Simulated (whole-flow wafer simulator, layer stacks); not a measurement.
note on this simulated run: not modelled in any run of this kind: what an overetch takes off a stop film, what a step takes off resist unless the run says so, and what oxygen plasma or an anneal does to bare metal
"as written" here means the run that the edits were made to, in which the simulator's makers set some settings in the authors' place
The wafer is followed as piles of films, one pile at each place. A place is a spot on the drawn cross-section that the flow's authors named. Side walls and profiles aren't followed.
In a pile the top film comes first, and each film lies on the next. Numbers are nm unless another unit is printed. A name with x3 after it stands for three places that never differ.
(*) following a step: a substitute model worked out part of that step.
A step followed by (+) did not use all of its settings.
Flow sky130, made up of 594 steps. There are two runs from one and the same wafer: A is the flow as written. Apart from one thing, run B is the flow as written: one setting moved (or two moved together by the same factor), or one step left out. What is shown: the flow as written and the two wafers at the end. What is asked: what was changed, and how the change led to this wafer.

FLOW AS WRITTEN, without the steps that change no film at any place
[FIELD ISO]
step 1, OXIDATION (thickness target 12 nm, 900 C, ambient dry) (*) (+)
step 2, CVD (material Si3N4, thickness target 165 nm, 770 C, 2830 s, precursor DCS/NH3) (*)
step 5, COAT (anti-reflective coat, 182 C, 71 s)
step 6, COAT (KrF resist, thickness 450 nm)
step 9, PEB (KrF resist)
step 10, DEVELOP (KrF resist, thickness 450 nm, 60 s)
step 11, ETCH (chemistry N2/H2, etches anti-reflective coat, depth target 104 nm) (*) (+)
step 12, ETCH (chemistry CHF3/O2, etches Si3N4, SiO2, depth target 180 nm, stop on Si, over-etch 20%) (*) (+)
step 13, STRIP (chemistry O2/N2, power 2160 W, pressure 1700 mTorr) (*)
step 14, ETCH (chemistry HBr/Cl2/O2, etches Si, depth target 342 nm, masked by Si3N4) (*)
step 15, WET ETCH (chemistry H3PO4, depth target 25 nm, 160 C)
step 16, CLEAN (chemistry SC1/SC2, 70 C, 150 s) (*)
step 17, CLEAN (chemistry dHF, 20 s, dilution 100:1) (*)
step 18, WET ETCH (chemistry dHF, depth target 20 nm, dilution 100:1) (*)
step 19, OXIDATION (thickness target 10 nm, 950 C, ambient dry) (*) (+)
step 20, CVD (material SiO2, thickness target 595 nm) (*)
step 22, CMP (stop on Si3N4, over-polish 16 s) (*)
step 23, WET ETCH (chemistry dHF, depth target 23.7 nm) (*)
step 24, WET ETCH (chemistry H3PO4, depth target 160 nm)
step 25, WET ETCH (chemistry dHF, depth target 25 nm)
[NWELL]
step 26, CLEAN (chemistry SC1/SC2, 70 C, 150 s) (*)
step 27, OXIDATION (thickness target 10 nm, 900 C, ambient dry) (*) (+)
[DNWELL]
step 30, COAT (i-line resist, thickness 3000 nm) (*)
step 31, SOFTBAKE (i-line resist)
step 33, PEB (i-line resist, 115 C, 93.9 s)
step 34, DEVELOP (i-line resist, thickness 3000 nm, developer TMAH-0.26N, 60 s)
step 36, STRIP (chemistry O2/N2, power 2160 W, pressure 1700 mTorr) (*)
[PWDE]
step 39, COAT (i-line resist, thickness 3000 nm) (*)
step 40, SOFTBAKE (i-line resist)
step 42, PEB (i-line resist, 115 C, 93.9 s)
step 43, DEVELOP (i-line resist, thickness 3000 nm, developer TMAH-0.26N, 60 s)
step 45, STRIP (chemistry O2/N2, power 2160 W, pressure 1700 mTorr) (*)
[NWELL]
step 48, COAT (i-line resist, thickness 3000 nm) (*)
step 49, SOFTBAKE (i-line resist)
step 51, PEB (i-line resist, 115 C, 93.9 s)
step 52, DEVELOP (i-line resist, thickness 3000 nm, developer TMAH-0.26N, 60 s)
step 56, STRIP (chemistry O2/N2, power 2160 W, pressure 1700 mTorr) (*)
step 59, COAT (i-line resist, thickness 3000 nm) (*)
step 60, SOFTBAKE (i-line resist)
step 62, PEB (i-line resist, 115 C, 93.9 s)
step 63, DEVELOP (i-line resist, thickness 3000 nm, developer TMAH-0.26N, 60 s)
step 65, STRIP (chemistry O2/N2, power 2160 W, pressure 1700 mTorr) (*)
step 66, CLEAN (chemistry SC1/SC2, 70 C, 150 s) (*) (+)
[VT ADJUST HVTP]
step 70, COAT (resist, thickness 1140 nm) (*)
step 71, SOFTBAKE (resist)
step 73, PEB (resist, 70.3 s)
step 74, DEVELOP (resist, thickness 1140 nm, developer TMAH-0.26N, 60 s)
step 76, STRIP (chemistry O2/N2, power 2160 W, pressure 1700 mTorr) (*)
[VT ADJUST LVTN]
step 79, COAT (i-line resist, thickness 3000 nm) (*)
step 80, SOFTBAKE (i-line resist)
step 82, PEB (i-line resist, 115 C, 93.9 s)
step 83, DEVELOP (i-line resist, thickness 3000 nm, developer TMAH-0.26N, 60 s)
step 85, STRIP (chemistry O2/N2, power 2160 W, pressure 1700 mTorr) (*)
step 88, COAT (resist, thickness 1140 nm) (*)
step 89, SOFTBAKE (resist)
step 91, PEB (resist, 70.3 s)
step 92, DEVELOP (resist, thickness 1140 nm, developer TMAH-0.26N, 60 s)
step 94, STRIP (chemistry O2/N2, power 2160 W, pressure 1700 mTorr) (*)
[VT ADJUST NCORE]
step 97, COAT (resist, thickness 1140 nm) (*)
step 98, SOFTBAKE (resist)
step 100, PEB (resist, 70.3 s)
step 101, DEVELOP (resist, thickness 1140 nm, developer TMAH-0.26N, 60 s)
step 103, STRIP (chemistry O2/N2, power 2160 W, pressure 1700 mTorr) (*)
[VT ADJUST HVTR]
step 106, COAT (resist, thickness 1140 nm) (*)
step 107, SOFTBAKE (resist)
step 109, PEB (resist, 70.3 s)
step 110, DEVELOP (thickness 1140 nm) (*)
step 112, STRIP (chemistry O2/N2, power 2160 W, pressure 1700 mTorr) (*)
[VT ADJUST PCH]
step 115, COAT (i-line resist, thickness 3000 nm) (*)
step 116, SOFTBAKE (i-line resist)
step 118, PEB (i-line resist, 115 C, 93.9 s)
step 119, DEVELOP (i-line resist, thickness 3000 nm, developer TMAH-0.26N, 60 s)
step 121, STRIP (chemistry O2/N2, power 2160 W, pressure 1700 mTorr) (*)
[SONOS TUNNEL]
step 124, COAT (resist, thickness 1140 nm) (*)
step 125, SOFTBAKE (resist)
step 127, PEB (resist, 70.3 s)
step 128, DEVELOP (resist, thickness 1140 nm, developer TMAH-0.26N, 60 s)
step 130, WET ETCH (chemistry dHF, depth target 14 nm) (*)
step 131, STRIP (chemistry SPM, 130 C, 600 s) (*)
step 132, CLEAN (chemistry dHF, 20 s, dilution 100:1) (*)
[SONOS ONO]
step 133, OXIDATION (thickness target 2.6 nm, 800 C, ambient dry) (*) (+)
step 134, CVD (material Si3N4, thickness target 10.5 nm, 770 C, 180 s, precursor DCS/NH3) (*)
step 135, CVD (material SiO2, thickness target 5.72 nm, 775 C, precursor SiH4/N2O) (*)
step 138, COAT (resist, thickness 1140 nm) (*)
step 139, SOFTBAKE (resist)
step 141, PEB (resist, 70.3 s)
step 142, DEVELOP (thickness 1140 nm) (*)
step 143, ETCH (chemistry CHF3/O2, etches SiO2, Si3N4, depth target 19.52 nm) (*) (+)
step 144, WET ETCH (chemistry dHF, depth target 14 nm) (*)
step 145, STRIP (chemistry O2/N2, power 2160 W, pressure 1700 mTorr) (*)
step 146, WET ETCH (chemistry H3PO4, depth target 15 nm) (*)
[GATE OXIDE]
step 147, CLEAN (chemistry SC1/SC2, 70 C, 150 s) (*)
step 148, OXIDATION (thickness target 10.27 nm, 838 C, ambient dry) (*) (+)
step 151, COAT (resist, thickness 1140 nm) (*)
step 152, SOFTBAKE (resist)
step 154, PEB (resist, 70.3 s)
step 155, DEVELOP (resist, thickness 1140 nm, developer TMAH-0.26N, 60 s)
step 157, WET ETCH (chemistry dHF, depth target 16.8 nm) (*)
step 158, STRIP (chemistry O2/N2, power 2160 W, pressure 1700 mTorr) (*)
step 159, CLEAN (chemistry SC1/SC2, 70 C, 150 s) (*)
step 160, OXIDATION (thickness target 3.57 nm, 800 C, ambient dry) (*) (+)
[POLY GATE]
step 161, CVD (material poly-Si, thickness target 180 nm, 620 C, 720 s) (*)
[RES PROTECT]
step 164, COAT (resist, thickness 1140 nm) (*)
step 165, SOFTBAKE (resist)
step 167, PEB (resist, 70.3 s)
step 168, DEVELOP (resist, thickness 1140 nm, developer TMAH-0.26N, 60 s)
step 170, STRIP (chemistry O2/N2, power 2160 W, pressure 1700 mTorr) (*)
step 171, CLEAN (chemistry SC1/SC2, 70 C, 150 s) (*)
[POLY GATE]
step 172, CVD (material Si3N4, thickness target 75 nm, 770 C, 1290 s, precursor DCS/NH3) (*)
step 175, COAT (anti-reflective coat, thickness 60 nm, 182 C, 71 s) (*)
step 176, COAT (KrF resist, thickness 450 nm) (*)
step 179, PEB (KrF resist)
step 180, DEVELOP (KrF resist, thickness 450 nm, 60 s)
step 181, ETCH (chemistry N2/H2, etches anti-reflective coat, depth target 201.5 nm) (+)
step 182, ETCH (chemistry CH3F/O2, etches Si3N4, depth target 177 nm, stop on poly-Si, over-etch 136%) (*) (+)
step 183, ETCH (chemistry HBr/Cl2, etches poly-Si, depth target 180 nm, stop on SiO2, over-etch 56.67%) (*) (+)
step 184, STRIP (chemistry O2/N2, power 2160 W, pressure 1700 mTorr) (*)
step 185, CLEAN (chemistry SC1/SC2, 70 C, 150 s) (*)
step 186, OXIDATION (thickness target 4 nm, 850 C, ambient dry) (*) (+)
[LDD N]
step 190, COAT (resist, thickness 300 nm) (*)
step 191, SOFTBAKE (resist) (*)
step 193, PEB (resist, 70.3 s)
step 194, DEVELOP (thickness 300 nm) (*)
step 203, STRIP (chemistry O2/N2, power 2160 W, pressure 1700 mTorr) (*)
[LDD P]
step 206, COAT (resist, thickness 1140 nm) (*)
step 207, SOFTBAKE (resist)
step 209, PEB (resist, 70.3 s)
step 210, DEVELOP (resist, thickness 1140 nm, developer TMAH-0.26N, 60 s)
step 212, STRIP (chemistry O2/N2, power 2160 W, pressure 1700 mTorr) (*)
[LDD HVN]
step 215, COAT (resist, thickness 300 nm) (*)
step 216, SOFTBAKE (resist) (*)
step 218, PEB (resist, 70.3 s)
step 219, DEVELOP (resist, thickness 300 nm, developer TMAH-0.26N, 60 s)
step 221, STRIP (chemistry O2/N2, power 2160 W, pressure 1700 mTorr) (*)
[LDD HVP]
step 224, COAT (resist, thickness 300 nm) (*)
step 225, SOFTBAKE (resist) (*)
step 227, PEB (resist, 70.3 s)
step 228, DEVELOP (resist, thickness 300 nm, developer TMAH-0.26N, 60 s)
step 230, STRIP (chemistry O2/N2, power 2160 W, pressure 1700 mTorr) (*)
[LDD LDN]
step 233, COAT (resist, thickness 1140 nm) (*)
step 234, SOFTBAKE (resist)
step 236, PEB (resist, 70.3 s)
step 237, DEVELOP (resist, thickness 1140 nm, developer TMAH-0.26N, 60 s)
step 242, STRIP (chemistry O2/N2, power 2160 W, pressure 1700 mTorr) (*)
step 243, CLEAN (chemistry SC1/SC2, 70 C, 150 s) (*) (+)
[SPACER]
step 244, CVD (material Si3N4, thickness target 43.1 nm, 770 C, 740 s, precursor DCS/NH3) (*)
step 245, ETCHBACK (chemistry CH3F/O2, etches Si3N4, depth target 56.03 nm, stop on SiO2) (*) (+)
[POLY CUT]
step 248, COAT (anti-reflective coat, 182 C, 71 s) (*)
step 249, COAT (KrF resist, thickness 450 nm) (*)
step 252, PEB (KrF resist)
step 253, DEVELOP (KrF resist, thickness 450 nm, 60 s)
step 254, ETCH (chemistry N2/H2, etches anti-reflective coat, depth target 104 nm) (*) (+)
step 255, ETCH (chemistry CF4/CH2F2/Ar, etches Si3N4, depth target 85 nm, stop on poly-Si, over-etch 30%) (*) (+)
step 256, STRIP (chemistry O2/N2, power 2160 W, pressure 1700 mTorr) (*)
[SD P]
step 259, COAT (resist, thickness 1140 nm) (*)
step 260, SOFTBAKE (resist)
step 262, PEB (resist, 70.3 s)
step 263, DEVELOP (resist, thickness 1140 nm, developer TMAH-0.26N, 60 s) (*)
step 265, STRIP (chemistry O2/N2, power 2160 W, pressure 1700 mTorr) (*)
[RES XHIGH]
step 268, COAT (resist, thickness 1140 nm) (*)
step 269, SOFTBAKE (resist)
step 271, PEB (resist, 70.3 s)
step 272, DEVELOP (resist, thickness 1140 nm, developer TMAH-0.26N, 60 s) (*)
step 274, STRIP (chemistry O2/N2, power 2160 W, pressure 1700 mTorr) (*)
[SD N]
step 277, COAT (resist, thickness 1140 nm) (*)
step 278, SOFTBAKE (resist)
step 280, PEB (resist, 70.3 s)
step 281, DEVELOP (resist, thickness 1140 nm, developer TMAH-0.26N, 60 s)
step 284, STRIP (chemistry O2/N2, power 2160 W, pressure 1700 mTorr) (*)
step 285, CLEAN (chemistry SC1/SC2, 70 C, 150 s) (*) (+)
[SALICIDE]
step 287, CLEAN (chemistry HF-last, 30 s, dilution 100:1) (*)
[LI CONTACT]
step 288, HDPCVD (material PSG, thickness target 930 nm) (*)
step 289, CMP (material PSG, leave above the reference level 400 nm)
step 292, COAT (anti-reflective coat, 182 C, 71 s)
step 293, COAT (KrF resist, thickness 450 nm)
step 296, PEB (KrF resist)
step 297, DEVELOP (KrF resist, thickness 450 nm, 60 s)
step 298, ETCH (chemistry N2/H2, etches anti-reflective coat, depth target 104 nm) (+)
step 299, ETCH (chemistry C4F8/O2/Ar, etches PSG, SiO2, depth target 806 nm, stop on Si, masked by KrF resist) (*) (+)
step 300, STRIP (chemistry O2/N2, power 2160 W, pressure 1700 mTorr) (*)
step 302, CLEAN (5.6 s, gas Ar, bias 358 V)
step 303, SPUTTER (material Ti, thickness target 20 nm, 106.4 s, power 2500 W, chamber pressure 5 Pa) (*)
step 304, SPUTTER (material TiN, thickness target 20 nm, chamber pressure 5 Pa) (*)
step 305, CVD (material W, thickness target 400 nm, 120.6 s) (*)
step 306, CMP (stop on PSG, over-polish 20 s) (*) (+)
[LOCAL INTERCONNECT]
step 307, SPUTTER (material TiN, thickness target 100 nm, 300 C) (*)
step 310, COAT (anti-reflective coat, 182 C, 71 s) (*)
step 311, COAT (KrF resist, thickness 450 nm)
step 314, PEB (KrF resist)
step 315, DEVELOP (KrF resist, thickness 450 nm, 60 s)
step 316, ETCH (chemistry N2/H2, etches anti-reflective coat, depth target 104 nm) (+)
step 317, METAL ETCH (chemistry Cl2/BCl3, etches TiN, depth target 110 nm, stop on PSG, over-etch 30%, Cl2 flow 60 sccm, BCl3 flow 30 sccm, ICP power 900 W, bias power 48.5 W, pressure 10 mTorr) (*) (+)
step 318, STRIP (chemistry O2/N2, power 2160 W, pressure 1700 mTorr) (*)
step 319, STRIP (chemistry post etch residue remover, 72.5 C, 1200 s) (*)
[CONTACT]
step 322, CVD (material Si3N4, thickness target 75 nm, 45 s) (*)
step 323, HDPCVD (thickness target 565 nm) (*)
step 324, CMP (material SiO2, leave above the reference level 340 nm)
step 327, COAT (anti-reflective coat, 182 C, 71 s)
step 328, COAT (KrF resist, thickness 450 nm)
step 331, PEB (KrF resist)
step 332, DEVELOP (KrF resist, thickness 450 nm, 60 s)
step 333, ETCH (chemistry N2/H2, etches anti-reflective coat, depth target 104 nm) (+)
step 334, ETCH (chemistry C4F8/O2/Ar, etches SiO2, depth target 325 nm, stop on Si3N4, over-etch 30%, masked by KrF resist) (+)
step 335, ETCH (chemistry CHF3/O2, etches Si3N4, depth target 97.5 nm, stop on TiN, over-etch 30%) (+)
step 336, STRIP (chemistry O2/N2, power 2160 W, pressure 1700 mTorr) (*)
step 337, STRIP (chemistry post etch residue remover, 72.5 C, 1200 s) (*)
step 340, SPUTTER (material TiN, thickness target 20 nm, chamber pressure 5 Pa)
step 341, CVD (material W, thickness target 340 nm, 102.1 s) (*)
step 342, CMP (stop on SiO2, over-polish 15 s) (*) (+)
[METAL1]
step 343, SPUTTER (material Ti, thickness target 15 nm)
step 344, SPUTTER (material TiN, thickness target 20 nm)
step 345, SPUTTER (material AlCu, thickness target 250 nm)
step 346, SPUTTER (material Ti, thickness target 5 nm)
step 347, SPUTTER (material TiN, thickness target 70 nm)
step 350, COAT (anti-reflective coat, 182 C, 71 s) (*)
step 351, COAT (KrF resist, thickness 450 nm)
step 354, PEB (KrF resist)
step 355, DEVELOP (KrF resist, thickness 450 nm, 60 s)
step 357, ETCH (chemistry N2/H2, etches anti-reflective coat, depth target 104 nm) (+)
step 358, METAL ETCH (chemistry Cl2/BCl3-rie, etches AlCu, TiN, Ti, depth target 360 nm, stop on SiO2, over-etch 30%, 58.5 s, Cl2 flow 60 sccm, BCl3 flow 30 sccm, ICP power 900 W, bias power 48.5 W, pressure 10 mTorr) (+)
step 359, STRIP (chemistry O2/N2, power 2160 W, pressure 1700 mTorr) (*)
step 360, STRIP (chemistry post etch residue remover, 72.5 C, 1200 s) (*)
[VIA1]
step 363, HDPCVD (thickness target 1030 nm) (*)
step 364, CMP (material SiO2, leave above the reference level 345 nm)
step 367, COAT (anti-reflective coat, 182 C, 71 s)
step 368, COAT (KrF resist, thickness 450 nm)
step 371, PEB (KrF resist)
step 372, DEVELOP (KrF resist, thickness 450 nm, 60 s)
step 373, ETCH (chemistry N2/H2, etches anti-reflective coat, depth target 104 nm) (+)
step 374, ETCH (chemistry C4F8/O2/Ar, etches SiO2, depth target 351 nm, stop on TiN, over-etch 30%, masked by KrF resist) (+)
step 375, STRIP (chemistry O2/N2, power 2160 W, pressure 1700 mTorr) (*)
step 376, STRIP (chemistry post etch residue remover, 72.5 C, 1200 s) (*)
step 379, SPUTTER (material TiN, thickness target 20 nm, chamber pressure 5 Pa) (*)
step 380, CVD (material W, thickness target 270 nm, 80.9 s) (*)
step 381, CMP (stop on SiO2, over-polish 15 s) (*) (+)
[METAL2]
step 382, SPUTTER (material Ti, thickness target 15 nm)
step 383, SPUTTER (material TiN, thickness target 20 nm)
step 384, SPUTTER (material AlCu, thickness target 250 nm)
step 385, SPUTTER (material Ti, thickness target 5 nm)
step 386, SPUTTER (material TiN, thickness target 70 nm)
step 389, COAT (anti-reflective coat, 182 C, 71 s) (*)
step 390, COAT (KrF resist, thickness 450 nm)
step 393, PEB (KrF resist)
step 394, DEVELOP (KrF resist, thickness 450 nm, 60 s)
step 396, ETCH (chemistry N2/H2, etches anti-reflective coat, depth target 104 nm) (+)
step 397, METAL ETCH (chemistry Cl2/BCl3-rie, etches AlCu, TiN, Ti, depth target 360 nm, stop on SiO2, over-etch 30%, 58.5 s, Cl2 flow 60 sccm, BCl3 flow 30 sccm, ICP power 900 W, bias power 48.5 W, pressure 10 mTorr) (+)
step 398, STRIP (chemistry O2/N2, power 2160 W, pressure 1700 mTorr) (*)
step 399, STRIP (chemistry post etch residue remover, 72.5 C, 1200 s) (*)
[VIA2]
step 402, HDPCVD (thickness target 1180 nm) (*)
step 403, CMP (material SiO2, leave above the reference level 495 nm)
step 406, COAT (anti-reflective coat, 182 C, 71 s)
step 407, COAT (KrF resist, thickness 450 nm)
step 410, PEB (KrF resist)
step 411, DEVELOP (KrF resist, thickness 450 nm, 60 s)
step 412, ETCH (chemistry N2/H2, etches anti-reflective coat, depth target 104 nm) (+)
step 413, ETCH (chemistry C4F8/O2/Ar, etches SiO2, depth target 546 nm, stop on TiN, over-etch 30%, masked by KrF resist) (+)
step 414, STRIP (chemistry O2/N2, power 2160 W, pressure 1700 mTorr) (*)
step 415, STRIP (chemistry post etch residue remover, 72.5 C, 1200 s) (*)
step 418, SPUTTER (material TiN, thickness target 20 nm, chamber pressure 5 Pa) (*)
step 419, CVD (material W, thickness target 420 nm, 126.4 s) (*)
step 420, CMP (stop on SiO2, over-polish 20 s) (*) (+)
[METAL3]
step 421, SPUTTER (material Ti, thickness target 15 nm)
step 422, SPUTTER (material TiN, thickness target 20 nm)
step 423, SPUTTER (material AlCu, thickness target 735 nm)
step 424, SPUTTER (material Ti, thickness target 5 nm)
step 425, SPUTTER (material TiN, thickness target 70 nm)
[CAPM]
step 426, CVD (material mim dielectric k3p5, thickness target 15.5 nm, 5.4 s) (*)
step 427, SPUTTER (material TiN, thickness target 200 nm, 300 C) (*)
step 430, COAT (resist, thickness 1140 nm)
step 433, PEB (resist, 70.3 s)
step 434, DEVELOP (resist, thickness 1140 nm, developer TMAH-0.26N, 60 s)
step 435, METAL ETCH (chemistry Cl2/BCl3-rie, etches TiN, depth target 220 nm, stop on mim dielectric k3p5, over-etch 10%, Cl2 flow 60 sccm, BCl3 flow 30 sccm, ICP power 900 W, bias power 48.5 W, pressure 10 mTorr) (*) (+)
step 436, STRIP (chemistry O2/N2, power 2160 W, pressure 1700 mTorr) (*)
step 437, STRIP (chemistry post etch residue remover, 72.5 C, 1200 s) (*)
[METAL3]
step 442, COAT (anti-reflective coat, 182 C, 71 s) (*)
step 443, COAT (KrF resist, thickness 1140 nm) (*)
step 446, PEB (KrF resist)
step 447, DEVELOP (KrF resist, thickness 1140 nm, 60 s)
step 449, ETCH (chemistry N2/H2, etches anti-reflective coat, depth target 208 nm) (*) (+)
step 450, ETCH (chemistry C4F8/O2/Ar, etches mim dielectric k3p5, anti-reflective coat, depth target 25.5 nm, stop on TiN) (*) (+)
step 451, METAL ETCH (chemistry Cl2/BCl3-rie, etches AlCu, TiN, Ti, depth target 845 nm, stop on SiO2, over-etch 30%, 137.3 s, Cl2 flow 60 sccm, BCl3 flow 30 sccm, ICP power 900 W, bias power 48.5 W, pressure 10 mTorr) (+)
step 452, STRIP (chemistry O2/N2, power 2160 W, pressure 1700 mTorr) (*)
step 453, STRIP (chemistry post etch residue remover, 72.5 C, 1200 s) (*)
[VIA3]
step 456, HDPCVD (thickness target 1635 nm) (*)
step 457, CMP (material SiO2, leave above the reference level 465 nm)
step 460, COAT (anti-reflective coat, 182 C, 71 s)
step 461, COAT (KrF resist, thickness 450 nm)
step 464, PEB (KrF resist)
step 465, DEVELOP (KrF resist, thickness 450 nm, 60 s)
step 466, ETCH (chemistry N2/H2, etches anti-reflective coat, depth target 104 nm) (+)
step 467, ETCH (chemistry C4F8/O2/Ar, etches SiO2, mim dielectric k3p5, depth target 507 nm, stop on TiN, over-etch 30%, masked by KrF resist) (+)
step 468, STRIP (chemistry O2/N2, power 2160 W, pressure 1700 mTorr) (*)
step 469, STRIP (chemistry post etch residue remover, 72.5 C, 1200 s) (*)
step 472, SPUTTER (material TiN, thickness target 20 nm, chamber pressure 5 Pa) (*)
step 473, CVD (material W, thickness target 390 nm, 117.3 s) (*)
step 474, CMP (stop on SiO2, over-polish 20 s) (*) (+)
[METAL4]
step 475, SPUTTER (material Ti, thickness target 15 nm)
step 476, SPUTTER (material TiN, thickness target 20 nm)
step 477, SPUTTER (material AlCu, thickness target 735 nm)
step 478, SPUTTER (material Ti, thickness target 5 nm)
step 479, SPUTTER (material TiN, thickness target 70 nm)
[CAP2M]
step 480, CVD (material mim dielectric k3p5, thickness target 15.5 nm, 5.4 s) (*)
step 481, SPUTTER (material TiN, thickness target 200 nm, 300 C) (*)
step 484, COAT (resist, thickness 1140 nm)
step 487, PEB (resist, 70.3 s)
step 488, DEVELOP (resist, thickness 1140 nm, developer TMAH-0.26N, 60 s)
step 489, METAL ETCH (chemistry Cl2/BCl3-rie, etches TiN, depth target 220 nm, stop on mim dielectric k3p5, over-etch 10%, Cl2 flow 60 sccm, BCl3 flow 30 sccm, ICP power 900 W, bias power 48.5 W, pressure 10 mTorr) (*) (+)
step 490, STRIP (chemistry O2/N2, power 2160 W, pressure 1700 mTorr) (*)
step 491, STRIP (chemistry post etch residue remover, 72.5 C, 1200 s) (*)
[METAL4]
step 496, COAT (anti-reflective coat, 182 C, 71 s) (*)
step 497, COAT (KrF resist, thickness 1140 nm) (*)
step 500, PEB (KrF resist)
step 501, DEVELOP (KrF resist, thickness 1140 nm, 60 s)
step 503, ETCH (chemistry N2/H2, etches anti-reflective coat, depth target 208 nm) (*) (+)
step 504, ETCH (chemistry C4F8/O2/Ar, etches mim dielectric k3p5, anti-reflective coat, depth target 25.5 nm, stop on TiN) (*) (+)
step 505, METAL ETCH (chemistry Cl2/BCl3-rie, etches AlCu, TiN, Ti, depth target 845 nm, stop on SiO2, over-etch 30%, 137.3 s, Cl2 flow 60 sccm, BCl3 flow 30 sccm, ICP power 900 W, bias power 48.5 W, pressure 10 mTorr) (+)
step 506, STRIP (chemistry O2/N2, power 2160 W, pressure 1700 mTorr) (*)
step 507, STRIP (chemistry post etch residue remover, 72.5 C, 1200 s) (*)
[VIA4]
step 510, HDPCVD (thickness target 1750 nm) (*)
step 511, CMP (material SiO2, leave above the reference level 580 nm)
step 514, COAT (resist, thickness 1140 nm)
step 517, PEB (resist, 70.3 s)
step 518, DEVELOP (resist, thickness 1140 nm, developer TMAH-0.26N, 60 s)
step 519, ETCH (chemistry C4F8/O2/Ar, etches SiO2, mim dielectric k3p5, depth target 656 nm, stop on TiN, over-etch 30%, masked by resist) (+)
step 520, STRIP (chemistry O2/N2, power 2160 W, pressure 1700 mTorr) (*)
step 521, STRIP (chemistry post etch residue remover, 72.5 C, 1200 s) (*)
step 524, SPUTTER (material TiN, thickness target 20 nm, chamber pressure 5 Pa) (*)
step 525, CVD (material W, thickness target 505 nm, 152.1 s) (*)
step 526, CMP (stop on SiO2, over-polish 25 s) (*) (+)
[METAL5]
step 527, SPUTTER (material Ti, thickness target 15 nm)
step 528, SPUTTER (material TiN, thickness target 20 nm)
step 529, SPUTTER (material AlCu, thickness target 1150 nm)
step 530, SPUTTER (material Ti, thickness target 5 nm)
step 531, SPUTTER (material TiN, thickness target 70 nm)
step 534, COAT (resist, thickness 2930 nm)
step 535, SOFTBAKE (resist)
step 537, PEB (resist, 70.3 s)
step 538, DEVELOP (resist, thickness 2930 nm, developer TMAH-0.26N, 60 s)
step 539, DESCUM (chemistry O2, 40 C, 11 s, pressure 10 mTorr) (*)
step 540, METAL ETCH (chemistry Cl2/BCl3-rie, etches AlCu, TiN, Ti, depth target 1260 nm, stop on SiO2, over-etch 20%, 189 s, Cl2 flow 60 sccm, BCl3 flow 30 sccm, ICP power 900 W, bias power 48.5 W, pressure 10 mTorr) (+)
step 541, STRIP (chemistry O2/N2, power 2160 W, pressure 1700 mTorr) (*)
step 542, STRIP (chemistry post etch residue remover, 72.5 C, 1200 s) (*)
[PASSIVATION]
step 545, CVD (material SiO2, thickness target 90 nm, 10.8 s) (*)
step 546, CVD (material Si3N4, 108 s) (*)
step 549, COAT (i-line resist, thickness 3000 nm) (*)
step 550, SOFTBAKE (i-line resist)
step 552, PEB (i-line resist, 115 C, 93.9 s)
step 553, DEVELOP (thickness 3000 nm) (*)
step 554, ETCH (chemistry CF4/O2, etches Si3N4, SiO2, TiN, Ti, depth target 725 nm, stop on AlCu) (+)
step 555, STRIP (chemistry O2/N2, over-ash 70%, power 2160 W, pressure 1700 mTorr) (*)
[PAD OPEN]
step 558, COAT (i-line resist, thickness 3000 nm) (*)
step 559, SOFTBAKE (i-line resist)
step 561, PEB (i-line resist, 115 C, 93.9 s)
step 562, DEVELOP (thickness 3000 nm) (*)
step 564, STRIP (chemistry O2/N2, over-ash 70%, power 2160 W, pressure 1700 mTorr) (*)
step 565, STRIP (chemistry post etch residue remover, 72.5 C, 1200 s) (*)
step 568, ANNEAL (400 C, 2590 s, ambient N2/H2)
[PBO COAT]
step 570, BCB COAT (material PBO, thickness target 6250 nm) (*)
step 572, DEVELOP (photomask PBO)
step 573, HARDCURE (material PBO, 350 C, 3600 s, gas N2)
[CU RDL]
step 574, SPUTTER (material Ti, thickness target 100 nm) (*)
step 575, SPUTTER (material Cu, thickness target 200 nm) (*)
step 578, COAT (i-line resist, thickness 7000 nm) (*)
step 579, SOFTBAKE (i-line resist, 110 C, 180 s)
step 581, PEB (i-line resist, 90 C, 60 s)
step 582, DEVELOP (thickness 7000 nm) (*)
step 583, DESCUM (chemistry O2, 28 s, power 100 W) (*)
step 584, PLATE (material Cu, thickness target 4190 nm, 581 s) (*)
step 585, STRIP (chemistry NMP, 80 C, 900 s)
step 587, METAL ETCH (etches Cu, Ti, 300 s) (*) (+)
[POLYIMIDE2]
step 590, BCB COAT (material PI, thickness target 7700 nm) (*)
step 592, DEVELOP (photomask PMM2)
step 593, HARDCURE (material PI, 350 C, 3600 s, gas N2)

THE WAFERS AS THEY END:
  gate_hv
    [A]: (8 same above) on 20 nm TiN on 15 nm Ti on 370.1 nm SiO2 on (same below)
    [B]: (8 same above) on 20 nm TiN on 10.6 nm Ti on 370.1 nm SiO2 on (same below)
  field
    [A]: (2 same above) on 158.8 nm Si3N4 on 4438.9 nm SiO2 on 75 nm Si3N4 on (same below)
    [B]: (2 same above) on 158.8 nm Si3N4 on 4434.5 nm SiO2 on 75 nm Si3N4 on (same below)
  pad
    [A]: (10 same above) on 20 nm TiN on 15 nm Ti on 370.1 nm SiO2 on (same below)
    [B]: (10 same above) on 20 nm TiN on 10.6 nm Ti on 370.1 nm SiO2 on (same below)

The reason: step 475, SPUTTER: thickness target 10.6 nm was run, while the flow as written has thickness target 15 nm.
The wafer itself shows it: gate_hv has Ti 10.6, and step 475 as written asks for 15 nm.

How this came from the change, step by step:
  step 475, SPUTTER (material Ti, thickness target 15 nm)
      field, active, n_well and 189 more: A Ti gains 15 (new film) | B Ti gains 10.6 (new film)
  step 505, METAL ETCH (chemistry Cl2/BCl3-rie, etches AlCu, TiN, Ti, depth target 845 nm, stop on SiO2, over-etch 30%, 137.3 s, Cl2 flow 60 sccm, BCl3 flow 30 sccm, ICP power 900 W, bias power 48.5 W, pressure 10 mTorr) (+)
      field, gate, spacer and 68 more: A TiN loses 70 (all of it), Ti loses 5 (all of it), AlCu loses 735 (all of it), TiN loses 20 (all of it), Ti loses 15 (all of it), SiO2 loses 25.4 | B TiN loses 70 (all of it), Ti loses 5 (all of it), AlCu loses 735 (all of it), TiN loses 20 (all of it), Ti loses 10.6 (all of it), SiO2 loses 25.8
      active, vpp_iso1, mim_edge_plate and 14 more: A TiN loses 70 (all of it), Ti loses 5 (all of it), AlCu loses 735 (all of it), TiN loses 20 (all of it), Ti loses 15 (all of it), SiO2 loses 25.3 | B TiN loses 70 (all of it), Ti loses 5 (all of it), AlCu loses 735 (all of it), TiN loses 20 (all of it), Ti loses 10.6 (all of it), SiO2 loses 25.8
